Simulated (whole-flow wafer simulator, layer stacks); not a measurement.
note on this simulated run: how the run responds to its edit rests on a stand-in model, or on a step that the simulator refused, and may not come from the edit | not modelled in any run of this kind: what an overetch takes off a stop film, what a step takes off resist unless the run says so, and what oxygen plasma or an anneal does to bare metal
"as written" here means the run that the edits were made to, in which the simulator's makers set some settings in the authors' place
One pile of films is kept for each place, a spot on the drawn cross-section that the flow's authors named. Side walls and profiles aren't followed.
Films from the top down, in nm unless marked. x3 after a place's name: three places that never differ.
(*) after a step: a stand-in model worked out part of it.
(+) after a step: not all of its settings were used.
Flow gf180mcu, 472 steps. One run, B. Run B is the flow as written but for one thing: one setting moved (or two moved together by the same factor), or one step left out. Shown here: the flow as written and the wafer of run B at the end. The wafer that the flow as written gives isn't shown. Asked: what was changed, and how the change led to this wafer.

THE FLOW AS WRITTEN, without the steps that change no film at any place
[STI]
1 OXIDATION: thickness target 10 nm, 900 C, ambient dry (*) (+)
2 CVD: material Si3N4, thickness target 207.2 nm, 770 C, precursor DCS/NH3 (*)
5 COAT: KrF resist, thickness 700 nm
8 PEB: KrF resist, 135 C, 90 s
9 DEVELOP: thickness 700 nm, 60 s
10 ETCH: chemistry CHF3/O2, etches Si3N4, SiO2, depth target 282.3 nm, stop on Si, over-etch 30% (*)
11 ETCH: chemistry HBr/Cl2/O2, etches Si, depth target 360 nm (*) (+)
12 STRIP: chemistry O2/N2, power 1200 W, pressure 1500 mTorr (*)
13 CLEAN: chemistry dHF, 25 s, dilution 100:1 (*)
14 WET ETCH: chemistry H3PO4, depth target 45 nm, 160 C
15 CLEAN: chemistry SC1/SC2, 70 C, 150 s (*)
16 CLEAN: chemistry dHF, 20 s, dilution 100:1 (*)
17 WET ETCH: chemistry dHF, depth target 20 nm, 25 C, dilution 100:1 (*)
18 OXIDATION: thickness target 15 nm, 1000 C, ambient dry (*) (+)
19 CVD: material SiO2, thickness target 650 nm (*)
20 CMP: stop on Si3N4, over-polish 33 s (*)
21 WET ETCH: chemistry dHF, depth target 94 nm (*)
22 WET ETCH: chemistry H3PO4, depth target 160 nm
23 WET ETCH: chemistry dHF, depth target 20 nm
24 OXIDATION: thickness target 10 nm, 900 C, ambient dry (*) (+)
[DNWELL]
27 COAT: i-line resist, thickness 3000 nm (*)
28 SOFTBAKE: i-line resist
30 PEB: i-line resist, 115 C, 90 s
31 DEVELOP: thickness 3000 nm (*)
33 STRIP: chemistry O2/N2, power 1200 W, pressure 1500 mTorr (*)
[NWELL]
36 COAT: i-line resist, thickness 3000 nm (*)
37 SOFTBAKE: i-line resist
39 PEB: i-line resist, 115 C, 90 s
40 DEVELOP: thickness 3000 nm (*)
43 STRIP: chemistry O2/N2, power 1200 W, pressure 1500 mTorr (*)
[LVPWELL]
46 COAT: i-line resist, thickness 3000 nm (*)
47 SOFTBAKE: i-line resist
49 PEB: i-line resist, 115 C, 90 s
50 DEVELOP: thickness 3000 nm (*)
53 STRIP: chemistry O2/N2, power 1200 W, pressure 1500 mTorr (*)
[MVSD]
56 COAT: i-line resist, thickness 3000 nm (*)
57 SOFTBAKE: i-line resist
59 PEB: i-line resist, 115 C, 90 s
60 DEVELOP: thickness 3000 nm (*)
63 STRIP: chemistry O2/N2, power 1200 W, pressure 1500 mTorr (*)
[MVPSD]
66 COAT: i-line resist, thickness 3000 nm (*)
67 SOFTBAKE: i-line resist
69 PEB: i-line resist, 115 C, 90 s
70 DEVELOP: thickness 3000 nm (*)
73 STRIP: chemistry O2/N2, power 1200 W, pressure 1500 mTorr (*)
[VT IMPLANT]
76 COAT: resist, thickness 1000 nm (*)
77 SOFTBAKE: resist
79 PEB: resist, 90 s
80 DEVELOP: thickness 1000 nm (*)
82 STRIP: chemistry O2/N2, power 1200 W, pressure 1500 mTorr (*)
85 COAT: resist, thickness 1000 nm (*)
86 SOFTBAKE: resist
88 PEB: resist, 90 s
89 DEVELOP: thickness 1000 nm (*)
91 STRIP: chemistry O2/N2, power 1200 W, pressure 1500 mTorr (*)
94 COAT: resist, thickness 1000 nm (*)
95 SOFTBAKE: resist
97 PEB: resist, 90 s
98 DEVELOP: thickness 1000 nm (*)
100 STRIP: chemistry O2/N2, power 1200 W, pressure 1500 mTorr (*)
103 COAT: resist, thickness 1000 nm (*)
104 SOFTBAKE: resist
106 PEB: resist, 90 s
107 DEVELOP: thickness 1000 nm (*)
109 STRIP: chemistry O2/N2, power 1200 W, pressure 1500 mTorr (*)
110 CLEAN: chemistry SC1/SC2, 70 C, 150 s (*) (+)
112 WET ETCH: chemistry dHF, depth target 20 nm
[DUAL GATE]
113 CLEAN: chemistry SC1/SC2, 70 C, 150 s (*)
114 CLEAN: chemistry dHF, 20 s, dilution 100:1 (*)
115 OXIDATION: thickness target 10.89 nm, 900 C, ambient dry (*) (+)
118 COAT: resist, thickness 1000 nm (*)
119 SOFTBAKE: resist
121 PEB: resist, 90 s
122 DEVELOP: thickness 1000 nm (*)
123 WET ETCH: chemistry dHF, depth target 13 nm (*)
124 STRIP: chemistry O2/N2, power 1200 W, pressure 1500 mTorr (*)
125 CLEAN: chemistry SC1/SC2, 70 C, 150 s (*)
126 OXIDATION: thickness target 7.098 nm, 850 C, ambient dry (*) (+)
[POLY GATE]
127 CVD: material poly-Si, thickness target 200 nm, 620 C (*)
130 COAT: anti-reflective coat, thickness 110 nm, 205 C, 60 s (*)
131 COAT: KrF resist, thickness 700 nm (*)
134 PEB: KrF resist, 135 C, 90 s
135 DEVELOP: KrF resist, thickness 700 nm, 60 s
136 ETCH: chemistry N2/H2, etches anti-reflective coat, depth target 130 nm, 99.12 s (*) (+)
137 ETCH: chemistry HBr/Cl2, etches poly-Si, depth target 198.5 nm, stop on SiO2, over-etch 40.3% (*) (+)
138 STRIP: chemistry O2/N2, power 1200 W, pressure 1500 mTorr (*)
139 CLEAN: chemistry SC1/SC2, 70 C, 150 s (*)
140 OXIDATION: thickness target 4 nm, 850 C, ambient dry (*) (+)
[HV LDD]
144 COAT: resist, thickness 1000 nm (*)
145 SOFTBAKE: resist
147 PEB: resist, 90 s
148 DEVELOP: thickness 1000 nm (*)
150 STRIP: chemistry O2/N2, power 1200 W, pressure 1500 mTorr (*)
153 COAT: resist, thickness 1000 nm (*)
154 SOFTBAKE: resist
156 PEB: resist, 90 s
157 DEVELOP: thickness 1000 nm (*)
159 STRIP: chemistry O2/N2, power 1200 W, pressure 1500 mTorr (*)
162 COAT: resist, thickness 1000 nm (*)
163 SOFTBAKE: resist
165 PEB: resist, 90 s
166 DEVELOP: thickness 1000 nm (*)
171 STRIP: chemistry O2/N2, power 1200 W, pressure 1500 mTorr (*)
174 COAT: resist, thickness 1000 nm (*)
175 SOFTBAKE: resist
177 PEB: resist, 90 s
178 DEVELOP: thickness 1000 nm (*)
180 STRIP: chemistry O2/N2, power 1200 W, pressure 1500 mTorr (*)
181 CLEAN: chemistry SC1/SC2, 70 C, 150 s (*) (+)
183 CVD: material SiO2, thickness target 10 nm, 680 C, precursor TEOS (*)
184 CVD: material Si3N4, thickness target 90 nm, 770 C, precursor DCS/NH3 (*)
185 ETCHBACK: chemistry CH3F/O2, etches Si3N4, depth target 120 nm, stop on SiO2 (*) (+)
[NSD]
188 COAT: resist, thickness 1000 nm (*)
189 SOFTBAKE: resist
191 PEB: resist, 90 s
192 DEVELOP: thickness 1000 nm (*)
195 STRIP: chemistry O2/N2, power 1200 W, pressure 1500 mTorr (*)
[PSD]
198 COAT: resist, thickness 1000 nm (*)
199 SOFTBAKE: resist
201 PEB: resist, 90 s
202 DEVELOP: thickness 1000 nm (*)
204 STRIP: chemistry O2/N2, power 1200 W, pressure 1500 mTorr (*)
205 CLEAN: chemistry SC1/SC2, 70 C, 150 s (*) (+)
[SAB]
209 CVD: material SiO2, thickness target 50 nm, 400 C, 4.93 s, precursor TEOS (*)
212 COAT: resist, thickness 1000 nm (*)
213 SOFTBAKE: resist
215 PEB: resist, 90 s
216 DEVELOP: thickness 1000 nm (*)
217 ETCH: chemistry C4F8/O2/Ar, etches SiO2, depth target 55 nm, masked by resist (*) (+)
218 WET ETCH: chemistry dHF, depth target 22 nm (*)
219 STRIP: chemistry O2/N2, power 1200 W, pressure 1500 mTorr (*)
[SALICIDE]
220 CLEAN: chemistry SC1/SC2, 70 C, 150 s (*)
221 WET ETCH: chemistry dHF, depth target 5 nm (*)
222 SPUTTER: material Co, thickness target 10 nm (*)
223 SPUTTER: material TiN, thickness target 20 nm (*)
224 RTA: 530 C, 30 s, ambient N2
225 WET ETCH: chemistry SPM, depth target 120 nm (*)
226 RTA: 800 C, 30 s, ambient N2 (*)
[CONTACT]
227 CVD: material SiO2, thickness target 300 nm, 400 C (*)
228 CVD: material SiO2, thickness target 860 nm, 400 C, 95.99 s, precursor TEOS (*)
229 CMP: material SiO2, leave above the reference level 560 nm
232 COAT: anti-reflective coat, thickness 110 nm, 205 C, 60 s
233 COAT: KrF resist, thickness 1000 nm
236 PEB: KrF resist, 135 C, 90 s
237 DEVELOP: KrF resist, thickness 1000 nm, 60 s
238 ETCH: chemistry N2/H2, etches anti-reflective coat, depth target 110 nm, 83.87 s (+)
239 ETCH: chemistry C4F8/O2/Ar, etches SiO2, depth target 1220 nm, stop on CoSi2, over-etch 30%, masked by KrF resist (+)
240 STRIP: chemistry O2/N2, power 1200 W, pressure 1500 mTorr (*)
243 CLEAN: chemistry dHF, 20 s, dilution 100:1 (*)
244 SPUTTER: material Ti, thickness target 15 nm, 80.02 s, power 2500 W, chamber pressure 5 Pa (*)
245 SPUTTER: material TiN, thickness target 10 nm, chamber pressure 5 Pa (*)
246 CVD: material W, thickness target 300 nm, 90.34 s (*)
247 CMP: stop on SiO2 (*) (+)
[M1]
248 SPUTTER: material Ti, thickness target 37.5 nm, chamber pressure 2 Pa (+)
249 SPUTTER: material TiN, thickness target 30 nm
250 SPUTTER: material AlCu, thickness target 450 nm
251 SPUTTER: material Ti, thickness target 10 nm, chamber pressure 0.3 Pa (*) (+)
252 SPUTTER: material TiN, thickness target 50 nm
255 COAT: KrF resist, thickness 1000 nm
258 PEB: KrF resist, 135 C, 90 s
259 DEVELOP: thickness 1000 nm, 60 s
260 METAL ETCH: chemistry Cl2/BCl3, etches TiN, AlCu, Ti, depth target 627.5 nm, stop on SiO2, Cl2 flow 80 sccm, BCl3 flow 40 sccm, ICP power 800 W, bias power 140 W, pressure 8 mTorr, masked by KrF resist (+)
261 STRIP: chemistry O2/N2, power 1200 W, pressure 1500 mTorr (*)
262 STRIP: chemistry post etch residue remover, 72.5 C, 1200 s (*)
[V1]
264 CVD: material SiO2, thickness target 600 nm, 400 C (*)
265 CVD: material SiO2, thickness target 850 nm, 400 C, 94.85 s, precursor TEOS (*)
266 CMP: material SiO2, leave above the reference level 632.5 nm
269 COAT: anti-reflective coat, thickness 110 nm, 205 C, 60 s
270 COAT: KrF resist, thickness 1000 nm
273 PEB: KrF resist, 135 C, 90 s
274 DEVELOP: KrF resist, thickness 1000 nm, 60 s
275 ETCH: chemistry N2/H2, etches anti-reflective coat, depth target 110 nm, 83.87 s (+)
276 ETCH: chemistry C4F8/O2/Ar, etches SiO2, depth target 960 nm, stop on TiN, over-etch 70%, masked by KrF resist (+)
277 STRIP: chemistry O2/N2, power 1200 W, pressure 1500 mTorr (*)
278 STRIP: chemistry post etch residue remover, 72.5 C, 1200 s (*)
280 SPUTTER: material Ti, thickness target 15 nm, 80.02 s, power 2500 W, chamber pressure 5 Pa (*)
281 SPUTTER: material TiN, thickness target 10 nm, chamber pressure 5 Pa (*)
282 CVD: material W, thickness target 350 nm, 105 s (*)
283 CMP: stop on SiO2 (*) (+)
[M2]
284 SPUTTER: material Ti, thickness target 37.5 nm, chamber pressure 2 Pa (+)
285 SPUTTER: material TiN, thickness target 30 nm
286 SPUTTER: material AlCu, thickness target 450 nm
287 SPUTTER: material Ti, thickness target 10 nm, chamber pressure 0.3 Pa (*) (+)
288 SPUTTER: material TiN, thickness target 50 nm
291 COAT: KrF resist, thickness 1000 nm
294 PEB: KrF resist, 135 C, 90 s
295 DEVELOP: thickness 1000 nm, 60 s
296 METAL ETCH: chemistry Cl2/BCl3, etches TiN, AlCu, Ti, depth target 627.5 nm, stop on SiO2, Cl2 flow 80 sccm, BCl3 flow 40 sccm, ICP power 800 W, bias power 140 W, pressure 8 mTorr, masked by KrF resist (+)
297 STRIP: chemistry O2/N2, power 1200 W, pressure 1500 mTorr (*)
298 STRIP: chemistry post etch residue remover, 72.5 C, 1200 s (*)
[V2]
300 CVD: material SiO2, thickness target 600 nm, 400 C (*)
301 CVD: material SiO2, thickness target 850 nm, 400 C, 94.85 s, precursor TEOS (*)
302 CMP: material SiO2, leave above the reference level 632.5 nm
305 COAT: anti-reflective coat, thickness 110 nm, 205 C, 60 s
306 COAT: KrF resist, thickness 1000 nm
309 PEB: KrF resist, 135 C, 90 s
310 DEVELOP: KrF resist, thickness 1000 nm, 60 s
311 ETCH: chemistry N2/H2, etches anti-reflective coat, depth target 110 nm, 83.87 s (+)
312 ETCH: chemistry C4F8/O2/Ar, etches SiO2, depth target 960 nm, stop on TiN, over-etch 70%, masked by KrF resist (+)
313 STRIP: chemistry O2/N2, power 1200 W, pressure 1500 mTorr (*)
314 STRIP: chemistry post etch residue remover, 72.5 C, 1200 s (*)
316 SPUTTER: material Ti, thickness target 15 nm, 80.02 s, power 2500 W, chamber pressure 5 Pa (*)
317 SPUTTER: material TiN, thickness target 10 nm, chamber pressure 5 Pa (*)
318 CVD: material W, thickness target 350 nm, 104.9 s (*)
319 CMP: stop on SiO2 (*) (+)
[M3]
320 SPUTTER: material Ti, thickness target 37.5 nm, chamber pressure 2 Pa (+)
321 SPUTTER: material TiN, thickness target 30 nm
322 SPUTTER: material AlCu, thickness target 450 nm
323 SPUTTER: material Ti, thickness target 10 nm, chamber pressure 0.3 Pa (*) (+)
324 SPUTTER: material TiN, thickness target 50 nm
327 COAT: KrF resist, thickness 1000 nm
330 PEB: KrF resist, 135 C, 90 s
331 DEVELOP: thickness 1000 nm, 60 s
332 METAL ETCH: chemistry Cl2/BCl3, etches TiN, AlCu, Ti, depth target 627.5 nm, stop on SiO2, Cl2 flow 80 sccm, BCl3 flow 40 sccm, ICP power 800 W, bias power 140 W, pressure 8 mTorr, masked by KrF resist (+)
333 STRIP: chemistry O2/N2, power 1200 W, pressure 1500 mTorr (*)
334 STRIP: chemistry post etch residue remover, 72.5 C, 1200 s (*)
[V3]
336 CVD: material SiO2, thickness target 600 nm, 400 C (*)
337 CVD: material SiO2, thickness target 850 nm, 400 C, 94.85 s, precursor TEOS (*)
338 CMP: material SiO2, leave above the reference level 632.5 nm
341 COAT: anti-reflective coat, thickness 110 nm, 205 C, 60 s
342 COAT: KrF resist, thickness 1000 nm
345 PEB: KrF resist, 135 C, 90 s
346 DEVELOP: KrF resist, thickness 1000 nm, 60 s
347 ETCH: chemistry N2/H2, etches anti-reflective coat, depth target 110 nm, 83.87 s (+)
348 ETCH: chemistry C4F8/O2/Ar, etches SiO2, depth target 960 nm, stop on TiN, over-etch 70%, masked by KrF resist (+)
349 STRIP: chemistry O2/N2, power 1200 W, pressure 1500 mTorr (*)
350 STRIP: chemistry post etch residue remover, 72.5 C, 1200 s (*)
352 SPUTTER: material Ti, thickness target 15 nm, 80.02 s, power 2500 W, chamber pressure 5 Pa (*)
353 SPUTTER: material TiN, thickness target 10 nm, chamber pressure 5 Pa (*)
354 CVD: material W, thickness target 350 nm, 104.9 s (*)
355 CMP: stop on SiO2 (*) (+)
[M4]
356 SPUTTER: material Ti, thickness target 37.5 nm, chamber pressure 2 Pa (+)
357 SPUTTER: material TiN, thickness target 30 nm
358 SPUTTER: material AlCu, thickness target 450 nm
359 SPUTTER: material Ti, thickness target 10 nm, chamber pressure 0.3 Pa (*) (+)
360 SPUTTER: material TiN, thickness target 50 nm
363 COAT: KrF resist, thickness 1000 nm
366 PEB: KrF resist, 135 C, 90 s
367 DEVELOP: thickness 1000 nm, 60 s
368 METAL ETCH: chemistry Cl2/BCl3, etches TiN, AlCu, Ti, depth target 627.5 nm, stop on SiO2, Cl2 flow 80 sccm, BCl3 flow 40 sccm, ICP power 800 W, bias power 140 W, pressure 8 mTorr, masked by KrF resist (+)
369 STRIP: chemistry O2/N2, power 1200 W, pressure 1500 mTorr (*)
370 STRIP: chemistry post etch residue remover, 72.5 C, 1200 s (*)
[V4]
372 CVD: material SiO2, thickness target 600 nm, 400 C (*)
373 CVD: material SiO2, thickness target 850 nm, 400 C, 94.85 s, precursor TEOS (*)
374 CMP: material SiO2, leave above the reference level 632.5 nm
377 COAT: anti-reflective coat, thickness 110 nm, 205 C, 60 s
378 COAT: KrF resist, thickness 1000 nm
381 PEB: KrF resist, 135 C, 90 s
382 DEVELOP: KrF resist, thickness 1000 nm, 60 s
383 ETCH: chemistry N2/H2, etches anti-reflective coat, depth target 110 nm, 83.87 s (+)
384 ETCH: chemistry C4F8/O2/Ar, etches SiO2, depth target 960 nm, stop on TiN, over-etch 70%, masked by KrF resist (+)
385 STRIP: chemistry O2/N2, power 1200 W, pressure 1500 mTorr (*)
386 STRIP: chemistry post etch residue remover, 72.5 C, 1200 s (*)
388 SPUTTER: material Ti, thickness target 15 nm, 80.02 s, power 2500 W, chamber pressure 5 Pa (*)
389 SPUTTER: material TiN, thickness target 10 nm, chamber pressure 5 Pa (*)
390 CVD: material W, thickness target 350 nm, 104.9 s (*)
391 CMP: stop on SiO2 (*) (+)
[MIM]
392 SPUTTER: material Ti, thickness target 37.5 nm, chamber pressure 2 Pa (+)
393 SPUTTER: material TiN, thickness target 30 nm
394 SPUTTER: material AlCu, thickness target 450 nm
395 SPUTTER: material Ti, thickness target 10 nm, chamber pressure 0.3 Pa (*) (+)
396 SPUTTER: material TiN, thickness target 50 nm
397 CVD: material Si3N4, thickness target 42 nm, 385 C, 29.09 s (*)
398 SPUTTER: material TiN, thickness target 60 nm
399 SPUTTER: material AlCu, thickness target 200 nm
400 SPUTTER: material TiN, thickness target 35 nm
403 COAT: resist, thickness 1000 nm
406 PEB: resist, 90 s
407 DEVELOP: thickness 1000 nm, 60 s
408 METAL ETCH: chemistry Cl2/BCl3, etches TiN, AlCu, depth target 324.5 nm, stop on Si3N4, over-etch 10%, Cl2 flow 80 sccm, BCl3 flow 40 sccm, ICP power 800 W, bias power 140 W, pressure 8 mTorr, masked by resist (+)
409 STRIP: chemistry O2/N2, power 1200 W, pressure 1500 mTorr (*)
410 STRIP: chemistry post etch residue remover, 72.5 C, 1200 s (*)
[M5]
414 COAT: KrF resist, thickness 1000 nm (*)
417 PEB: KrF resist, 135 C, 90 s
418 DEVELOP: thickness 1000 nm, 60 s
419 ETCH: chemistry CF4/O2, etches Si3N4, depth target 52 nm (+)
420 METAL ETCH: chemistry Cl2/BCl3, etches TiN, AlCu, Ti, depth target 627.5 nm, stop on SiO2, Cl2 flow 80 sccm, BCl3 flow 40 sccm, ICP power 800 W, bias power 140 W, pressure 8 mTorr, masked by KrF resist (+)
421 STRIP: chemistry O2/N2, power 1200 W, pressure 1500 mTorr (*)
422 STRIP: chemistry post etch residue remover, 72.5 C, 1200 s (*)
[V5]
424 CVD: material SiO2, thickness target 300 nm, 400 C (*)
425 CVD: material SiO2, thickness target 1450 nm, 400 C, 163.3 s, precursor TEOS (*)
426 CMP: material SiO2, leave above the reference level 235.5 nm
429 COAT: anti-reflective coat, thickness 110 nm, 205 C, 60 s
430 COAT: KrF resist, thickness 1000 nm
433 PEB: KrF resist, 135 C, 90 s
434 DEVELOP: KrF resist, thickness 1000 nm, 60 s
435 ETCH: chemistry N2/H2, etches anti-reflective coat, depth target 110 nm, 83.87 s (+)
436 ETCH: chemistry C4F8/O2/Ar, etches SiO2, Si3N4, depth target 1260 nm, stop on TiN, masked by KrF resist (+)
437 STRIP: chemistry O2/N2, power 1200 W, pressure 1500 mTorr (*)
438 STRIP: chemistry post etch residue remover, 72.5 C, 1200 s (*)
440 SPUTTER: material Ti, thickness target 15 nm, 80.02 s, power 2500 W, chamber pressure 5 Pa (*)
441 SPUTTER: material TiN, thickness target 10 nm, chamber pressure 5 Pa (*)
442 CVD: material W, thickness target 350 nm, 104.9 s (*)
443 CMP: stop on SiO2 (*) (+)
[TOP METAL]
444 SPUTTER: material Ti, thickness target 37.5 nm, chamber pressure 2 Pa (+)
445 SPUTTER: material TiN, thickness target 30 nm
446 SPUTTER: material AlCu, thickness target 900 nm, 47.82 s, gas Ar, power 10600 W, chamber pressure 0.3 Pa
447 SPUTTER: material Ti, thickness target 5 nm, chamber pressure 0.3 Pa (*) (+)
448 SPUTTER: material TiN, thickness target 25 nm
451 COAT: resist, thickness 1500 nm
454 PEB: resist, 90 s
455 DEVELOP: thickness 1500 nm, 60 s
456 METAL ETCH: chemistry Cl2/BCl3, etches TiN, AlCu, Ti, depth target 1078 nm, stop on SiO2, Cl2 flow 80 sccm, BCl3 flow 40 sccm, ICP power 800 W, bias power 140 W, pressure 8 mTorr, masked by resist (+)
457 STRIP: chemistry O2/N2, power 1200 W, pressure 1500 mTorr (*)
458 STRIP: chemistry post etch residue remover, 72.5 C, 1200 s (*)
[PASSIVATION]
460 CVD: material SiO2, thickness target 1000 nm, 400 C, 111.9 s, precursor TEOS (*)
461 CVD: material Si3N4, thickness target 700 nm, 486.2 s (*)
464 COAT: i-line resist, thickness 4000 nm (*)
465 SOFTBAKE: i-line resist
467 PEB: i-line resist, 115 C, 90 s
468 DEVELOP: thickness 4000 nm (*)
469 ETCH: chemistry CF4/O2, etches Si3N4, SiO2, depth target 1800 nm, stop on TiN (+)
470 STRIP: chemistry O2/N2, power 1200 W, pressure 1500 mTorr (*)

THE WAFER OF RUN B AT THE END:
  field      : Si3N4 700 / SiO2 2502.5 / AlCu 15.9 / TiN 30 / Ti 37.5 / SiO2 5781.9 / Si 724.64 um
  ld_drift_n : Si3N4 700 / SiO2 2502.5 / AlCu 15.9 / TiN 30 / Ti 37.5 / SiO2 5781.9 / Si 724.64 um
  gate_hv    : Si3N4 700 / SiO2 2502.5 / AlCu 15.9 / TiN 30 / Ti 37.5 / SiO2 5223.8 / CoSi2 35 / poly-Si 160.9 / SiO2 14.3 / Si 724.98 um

The cause: step 394, SPUTTER: thickness target 590.6 nm was run, where the flow has thickness target 450 nm.

How the change led to this, step by step:
  394 SPUTTER: material AlCu, thickness target 450 nm
      field, field__w1, field__w2 and 108 more: AlCu +590.6 (new film) (as written it would be: AlCu +450 (new film))
  420 METAL ETCH: chemistry Cl2/BCl3, etches TiN, AlCu, Ti, depth target 627.5 nm, stop on SiO2, Cl2 flow 80 sccm, BCl3 flow 40 sccm, ICP power 800 W, bias power 140 W, pressure 8 mTorr, masked by KrF resist (+)
      field, field__w1, field__w2 and 101 more: TiN -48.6 (all of it), Ti -10 (all of it), AlCu -568.9 (as written it would be: TiN -48.6 (all of it), Ti -10 (all of it), AlCu -450 (all of it), TiN -30 (all of it), Ti -37.5 (all of it))
  422 STRIP: chemistry post etch residue remover, 72.5 C, 1200 s (*)
      field, field__w1, field__w2 and 101 more: AlCu -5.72 (as written it would be: nothing)
  424 CVD: material SiO2, thickness target 300 nm, 400 C (*)
      field, field__w1, field__w2 and 101 more: SiO2 +300 (new film) (as written it would be: SiO2 +300)
  426 CMP: material SiO2, leave above the reference level 235.5 nm
      field, field__w1, field__w5 and 92 more: SiO2 -243.7 (as written it would be: SiO2 -300.8)
      field__w2, field__w3, field__w12 and 6 more: SiO2 -212.9 (as written it would be: SiO2 -272.7)
Counting metal films that touch as one body, field has 1 body; the flow as written gives 0 bodies.
Counting metal films that touch as one body, ld_drift_n has 1 body; the flow as written gives 0 bodies.
Counting metal films that touch as one body, gate_hv has 2 bodies (between them, from the top down: SiO2 5223.8); the flow as written gives 1 body.
